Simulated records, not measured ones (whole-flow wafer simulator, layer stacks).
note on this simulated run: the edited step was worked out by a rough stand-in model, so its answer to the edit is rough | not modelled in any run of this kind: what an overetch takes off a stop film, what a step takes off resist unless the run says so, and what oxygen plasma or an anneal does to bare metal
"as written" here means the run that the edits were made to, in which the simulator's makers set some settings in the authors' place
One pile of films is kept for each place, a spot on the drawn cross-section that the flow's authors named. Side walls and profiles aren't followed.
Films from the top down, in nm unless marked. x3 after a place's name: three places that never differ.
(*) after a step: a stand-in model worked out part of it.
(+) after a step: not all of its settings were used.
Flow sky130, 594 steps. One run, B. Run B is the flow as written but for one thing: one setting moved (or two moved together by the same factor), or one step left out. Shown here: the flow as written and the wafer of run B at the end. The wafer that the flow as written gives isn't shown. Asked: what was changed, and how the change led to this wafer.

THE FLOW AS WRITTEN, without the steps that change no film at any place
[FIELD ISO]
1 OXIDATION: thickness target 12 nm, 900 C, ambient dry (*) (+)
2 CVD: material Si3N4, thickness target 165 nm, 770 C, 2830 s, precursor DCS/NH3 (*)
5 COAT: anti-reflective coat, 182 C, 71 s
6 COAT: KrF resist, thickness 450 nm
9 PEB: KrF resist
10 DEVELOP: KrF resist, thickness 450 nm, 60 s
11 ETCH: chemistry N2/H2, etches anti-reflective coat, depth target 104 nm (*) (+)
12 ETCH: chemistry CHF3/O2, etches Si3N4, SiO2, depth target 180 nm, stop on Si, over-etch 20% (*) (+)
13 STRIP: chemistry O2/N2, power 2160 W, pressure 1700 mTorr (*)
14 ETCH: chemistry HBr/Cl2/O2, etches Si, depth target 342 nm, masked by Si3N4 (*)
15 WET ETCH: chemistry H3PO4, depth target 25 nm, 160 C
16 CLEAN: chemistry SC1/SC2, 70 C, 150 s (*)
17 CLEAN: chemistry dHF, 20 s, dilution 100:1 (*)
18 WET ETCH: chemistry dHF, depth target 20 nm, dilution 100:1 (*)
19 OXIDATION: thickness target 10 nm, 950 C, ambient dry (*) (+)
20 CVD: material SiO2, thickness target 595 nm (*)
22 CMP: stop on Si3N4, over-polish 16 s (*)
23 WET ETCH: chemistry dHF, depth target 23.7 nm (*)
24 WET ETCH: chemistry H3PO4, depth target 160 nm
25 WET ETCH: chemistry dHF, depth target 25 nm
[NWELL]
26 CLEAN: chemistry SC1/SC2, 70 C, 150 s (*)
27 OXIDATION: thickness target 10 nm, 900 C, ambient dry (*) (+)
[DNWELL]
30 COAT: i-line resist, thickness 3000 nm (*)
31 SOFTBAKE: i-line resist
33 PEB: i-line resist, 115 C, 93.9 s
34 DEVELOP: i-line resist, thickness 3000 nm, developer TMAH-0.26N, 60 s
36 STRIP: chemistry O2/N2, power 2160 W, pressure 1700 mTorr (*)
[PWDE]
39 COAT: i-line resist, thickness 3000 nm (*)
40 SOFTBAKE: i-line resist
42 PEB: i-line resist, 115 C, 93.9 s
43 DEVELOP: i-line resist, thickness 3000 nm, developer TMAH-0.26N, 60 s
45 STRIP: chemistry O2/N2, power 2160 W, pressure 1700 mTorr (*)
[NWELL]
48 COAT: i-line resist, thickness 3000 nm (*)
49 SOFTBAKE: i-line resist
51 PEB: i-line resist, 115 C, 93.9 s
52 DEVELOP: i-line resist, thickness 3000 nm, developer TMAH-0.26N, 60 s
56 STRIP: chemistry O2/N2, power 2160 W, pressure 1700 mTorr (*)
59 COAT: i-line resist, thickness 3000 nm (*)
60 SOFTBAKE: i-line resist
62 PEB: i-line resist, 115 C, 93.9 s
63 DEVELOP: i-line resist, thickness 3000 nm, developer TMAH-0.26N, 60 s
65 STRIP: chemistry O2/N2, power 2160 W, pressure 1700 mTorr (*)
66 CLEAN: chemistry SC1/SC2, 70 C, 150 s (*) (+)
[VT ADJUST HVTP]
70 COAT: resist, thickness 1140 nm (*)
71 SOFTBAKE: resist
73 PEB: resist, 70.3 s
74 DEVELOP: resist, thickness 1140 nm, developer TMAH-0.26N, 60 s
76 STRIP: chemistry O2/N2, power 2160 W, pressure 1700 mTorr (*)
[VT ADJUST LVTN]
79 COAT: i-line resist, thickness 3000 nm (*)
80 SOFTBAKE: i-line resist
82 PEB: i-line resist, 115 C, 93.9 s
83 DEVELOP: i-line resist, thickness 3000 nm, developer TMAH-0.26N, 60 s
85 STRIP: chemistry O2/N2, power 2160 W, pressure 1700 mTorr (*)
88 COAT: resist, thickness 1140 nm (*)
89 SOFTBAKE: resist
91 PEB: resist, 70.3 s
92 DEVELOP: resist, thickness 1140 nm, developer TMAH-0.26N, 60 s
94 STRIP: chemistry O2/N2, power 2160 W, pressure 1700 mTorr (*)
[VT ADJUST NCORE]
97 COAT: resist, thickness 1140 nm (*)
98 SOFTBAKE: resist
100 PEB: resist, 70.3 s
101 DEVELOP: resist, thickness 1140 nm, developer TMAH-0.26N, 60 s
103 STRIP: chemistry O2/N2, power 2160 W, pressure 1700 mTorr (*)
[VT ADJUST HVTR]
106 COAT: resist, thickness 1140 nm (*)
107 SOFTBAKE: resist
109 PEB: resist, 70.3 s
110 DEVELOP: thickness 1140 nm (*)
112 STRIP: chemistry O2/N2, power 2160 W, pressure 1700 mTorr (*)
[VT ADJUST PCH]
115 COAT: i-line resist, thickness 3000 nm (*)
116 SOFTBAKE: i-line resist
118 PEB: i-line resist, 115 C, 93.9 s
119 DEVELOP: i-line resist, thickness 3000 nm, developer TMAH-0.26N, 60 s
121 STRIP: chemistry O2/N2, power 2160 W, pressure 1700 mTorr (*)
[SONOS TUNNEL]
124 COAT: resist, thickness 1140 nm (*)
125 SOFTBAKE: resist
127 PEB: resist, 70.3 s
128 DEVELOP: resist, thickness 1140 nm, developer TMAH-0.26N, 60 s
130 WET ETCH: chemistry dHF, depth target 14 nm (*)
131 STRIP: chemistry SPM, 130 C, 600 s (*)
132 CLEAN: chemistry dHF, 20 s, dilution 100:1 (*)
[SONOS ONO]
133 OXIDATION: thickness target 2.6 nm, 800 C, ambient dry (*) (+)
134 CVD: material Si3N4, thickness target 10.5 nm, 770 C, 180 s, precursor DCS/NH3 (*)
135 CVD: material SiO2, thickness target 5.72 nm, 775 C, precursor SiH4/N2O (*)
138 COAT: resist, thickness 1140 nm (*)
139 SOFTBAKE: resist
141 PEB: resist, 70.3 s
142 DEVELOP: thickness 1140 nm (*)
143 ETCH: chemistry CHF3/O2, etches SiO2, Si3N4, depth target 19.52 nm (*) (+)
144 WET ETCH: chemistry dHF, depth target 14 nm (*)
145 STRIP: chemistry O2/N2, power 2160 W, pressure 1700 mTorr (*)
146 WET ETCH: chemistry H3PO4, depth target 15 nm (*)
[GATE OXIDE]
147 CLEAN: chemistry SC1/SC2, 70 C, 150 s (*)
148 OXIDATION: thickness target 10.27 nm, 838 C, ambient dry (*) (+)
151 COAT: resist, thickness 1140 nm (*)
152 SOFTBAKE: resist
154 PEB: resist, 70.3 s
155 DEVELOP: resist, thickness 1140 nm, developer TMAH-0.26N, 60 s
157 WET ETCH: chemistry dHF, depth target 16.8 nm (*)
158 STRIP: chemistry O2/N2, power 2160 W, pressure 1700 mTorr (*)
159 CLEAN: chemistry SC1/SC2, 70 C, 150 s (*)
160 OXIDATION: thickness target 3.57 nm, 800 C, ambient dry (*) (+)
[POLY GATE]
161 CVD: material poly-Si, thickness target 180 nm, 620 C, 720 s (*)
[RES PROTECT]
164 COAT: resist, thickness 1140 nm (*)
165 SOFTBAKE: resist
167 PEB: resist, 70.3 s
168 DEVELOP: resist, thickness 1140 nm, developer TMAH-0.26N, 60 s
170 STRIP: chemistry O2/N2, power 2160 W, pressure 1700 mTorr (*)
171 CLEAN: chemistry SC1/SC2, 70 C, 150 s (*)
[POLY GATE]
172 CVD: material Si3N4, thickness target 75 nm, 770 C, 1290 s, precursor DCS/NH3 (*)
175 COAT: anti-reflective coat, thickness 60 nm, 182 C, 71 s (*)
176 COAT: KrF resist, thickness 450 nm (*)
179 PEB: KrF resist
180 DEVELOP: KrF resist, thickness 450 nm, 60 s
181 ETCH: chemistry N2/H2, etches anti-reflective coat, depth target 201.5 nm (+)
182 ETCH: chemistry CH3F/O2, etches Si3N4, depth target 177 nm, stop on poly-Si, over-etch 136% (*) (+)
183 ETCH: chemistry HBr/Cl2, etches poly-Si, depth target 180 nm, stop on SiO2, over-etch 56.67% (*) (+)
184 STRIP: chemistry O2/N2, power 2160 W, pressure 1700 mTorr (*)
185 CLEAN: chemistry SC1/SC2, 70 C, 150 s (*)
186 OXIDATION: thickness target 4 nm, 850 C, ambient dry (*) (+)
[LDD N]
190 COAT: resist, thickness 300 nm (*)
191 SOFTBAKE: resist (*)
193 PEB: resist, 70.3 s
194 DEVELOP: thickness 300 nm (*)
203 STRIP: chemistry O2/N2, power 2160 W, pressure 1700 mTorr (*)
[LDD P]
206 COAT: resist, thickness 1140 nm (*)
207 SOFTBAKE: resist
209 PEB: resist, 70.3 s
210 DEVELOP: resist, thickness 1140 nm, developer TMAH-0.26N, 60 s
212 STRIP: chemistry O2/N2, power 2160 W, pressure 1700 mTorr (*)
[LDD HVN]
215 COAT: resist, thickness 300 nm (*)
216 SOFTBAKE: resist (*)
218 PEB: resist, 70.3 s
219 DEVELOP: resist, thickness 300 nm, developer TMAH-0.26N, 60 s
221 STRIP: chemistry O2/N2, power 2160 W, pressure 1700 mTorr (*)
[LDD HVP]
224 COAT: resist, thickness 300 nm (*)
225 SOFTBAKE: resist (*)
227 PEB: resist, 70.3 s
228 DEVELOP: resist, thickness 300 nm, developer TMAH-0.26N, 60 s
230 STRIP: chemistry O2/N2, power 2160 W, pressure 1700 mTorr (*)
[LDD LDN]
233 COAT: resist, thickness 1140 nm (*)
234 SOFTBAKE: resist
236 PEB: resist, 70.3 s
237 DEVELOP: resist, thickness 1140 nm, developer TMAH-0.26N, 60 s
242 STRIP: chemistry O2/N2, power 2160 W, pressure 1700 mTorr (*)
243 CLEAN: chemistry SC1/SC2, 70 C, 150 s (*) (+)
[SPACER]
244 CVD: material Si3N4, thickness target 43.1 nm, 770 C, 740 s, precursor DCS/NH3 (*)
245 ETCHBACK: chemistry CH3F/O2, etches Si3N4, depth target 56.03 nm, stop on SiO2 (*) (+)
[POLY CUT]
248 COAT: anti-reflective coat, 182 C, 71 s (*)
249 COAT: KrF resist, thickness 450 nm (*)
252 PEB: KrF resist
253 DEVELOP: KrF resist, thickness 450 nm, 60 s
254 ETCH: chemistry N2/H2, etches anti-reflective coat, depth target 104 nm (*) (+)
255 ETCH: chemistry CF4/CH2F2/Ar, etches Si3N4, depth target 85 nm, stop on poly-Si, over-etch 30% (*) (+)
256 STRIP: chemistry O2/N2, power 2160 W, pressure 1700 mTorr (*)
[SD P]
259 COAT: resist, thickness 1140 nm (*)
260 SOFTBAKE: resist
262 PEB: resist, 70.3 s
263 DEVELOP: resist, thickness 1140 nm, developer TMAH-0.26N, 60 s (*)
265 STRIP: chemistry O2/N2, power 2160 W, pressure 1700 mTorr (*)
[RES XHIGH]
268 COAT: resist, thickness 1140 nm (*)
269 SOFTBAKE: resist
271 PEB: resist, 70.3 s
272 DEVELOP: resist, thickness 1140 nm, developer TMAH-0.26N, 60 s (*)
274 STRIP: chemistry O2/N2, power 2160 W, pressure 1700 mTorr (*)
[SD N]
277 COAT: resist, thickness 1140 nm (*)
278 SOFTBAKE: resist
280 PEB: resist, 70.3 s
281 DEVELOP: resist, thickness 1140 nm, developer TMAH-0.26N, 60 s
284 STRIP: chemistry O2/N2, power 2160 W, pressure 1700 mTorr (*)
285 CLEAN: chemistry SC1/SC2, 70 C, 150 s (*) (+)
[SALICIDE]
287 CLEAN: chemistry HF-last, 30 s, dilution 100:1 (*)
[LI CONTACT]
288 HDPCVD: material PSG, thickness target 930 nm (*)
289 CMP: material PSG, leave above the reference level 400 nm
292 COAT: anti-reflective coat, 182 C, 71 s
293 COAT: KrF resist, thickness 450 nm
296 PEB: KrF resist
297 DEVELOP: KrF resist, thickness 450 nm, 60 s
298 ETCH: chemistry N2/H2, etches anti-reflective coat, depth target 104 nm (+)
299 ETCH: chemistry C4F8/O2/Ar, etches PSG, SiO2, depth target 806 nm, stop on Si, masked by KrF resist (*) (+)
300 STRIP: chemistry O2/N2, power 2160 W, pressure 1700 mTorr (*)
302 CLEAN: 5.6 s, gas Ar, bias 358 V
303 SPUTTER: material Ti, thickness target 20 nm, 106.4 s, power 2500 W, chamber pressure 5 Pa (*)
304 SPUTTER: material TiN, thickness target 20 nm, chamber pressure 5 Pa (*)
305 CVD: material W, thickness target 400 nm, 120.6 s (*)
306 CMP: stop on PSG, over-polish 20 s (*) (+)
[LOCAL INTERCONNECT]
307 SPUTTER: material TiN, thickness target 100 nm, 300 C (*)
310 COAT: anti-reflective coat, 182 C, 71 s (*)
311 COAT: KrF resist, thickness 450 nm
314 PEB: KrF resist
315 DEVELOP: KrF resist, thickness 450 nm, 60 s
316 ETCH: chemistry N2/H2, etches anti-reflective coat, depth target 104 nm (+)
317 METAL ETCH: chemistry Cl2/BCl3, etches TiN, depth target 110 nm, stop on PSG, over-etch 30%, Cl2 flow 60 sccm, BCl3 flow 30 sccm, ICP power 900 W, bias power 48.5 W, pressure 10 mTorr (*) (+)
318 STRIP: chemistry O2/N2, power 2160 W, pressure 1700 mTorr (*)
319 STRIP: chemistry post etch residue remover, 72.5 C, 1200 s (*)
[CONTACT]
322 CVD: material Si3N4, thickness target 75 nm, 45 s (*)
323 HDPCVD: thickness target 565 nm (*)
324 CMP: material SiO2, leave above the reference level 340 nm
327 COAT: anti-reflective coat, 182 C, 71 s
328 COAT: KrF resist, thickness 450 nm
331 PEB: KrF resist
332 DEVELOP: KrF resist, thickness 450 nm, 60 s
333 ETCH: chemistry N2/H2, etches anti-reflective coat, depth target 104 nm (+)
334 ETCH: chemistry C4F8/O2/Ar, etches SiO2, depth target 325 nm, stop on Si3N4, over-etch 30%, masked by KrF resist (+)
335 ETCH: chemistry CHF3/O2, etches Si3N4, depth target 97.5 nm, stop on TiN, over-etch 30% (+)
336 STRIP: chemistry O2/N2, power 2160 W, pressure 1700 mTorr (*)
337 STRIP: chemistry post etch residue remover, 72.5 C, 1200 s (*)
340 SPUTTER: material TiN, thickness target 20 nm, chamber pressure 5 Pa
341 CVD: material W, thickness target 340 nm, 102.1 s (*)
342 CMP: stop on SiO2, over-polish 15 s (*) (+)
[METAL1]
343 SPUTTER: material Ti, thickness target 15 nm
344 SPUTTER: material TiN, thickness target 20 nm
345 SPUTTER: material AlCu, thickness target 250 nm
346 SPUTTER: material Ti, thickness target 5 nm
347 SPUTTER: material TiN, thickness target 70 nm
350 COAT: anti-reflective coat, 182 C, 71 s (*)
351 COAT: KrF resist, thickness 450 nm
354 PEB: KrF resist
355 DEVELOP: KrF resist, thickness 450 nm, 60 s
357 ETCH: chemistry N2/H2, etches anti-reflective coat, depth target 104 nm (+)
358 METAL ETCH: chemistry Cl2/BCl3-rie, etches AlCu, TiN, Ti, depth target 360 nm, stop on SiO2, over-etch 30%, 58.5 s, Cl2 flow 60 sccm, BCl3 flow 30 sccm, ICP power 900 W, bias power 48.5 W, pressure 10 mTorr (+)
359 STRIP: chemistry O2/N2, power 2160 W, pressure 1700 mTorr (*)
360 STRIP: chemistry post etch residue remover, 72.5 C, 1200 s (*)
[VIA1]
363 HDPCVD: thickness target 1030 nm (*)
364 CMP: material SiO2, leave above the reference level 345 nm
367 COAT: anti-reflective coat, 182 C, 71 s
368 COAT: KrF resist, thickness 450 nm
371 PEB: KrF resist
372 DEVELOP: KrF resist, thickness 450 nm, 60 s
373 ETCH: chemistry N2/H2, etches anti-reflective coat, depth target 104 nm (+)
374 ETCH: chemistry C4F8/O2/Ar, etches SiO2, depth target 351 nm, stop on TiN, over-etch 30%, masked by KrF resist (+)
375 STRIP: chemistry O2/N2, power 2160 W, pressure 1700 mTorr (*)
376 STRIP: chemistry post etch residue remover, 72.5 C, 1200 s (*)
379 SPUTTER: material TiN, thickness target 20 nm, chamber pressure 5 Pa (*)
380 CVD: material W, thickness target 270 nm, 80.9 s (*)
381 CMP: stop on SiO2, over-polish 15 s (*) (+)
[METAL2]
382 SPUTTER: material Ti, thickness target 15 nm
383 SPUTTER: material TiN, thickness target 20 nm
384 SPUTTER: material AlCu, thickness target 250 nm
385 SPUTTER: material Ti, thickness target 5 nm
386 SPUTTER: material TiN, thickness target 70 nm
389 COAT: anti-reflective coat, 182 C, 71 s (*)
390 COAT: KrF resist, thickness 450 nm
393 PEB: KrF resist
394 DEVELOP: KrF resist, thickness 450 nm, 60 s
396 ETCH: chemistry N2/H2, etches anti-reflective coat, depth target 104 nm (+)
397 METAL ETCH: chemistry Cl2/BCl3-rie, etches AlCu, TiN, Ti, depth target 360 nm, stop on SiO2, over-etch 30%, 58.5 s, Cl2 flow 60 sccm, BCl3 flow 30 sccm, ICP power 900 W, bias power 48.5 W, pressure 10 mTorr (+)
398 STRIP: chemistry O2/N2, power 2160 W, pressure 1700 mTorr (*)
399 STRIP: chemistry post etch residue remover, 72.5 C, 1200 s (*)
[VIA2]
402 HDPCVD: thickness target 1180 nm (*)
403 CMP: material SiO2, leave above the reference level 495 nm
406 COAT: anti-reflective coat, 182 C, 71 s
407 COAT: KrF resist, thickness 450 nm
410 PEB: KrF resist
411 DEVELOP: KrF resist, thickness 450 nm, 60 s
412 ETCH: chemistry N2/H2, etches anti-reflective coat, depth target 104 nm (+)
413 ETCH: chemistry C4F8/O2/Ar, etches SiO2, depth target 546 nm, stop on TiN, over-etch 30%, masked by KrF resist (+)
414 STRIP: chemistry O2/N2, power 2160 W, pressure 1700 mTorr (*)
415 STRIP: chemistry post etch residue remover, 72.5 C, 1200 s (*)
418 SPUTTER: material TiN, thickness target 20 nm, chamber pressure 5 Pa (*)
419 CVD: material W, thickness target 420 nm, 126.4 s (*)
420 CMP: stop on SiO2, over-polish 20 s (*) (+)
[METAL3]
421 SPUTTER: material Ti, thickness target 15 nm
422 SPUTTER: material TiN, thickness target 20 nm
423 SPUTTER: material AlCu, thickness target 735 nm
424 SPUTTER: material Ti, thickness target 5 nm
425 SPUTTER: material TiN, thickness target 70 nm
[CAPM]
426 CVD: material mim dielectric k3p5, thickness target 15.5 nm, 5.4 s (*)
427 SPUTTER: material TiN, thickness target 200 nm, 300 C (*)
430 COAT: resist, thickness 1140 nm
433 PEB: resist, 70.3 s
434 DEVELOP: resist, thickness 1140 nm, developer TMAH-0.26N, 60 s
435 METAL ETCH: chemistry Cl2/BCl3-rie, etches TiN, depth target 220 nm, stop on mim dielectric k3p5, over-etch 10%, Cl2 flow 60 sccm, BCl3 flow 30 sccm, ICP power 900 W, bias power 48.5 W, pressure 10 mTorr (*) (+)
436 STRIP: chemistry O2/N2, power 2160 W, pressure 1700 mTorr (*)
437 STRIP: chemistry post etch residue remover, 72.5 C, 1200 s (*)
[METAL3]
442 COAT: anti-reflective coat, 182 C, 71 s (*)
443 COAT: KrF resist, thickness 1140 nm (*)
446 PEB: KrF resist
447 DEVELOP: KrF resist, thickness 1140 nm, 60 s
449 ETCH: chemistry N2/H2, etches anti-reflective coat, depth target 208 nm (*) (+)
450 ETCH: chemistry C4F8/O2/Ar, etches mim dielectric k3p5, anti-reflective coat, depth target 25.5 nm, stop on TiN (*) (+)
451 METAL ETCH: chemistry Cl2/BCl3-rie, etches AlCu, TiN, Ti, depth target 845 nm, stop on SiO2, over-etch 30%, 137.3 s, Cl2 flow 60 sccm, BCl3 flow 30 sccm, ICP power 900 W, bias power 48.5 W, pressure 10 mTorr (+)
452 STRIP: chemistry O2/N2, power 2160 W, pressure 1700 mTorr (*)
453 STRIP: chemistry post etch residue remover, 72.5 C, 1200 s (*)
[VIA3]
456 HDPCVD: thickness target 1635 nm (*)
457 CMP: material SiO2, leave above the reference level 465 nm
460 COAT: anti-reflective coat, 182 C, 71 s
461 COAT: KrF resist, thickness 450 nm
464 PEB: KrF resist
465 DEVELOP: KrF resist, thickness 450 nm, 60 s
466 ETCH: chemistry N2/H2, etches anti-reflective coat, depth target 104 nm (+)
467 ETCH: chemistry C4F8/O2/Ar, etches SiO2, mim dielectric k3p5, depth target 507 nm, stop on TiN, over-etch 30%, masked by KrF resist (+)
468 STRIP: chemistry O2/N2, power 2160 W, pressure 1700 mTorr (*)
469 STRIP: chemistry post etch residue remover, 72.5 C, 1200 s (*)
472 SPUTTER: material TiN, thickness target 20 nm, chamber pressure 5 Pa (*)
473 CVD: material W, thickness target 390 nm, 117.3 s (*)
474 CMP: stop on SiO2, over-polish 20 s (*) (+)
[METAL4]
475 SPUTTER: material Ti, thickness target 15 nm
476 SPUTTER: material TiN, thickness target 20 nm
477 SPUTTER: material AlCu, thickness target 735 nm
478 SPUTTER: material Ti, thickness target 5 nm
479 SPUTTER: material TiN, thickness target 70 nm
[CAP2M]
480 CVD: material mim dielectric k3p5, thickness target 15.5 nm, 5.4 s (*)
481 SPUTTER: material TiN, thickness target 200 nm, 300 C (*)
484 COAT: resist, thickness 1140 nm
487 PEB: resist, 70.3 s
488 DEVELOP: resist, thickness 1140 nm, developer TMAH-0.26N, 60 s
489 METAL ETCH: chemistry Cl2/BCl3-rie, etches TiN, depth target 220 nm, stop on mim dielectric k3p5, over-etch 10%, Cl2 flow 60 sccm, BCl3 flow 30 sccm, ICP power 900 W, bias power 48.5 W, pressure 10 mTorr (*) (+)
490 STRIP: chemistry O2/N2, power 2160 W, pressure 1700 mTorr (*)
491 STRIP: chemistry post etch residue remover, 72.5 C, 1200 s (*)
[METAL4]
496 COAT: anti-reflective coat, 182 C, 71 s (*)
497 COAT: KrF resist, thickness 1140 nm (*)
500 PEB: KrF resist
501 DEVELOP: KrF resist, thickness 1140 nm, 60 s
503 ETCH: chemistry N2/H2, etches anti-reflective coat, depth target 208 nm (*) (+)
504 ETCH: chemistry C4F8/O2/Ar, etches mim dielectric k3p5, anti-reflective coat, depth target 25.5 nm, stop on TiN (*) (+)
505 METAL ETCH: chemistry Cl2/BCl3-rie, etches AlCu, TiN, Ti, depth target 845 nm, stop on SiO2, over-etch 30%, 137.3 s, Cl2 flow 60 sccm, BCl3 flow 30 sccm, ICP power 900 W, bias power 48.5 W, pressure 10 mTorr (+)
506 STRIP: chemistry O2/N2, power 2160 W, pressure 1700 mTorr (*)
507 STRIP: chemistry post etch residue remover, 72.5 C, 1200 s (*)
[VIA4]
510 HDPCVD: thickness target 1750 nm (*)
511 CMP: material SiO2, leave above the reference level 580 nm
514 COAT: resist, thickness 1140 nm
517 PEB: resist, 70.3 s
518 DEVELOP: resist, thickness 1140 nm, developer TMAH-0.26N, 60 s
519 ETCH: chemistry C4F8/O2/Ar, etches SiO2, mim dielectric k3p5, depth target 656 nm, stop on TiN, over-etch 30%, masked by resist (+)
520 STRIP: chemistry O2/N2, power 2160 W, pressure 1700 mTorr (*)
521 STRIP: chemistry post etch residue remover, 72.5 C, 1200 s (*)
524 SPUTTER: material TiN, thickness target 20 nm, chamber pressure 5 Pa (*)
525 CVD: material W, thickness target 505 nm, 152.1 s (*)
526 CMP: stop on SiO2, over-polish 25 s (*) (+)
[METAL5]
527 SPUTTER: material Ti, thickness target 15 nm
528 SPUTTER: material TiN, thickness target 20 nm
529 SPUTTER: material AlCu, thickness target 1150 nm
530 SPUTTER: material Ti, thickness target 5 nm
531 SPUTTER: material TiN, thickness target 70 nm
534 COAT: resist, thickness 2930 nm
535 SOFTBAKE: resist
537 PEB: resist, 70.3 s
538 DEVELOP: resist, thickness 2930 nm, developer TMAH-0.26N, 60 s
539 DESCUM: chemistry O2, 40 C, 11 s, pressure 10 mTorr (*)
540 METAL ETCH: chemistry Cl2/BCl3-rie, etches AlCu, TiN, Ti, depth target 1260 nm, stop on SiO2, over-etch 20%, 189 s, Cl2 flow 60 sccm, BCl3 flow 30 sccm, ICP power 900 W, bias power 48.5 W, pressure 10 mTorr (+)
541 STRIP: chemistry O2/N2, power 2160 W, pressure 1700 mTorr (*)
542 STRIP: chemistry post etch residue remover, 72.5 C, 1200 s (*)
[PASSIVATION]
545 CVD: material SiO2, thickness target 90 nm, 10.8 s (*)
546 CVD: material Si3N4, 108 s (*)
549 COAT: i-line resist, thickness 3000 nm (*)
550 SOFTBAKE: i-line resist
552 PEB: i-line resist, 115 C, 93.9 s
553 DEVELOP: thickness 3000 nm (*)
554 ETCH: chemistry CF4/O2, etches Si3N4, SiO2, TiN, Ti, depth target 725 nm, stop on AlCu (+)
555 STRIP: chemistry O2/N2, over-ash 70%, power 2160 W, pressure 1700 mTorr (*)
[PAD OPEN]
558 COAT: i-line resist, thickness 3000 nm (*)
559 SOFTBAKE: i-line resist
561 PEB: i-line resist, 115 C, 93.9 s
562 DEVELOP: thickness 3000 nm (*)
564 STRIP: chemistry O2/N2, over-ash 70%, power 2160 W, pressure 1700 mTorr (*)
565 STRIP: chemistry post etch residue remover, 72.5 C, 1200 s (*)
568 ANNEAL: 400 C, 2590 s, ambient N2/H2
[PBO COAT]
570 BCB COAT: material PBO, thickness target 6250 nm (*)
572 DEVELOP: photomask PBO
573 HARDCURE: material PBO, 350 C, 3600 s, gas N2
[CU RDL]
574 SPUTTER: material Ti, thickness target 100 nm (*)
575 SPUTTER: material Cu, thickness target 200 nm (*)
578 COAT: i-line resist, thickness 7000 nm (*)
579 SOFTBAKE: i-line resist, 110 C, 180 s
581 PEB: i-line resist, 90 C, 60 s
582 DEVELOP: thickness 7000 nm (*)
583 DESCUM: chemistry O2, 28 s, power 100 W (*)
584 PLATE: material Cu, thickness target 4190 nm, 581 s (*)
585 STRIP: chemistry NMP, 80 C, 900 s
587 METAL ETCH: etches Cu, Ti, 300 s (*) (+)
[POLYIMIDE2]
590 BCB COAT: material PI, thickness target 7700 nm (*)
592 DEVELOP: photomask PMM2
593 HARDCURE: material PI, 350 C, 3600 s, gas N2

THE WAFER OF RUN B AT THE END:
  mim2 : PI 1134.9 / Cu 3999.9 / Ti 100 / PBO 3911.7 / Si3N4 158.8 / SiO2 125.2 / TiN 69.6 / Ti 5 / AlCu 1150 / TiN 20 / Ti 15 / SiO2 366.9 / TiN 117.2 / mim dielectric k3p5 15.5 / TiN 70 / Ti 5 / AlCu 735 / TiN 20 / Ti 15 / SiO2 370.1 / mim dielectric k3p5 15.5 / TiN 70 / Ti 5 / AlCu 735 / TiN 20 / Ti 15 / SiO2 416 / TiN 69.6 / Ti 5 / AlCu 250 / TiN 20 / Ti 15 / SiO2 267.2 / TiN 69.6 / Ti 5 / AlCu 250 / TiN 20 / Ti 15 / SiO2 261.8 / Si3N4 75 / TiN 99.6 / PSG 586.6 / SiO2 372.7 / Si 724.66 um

The cause: step 481, SPUTTER: thickness target 118 nm was run, where the flow has thickness target 200 nm.

How the change led to this, step by step:
  481 SPUTTER: material TiN, thickness target 200 nm, 300 C (*)
      field, active, n_well and 189 more: TiN +118 (new film) (as written it would be: TiN +200 (new film))
  489 METAL ETCH: chemistry Cl2/BCl3-rie, etches TiN, depth target 220 nm, stop on mim dielectric k3p5, over-etch 10%, Cl2 flow 60 sccm, BCl3 flow 30 sccm, ICP power 900 W, bias power 48.5 W, pressure 10 mTorr (*) (+)
      field, active, n_well and 188 more: TiN -118 (all of it) (as written it would be: TiN -200 (all of it))
      mim2: resist -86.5 (as written it would be: resist -146.7)
  490 STRIP: chemistry O2/N2, power 2160 W, pressure 1700 mTorr (*)
      mim2: resist -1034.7 (all of it) (as written it would be: resist -974.6 (all of it))
  496 COAT: anti-reflective coat, 182 C, 71 s (*)
      iso_guard__w2: anti-reflective coat +125.2 (new film) (as written it would be: anti-reflective coat +177.8 (new film))
      mim2: anti-reflective coat +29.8 (new film) (as written it would be: anti-reflective coat +40.3 (new film))
  497 COAT: KrF resist, thickness 1140 nm (*)
      iso_guard__w2: KrF resist +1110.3 (new film) (as written it would be: KrF resist +1074.8 (new film))
      mim2: KrF resist +1090.4 (new film) (as written it would be: KrF resist +1018.9 (new film))
  506 STRIP: chemistry O2/N2, power 2160 W, pressure 1700 mTorr (*)
      iso_guard__w2: KrF resist -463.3 (all of it), anti-reflective coat -125.2 (all of it) (as written it would be: KrF resist -427.9 (all of it), anti-reflective coat -177.8 (all of it))
      mim2: KrF resist -443.5 (all of it), anti-reflective coat -29.8 (all of it) (as written it would be: KrF resist -372.1 (all of it), anti-reflective coat -40.3 (all of it))
  511 CMP: material SiO2, leave above the reference level 580 nm
      mim2: SiO2 -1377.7 (as written it would be: SiO2 -1459.7)
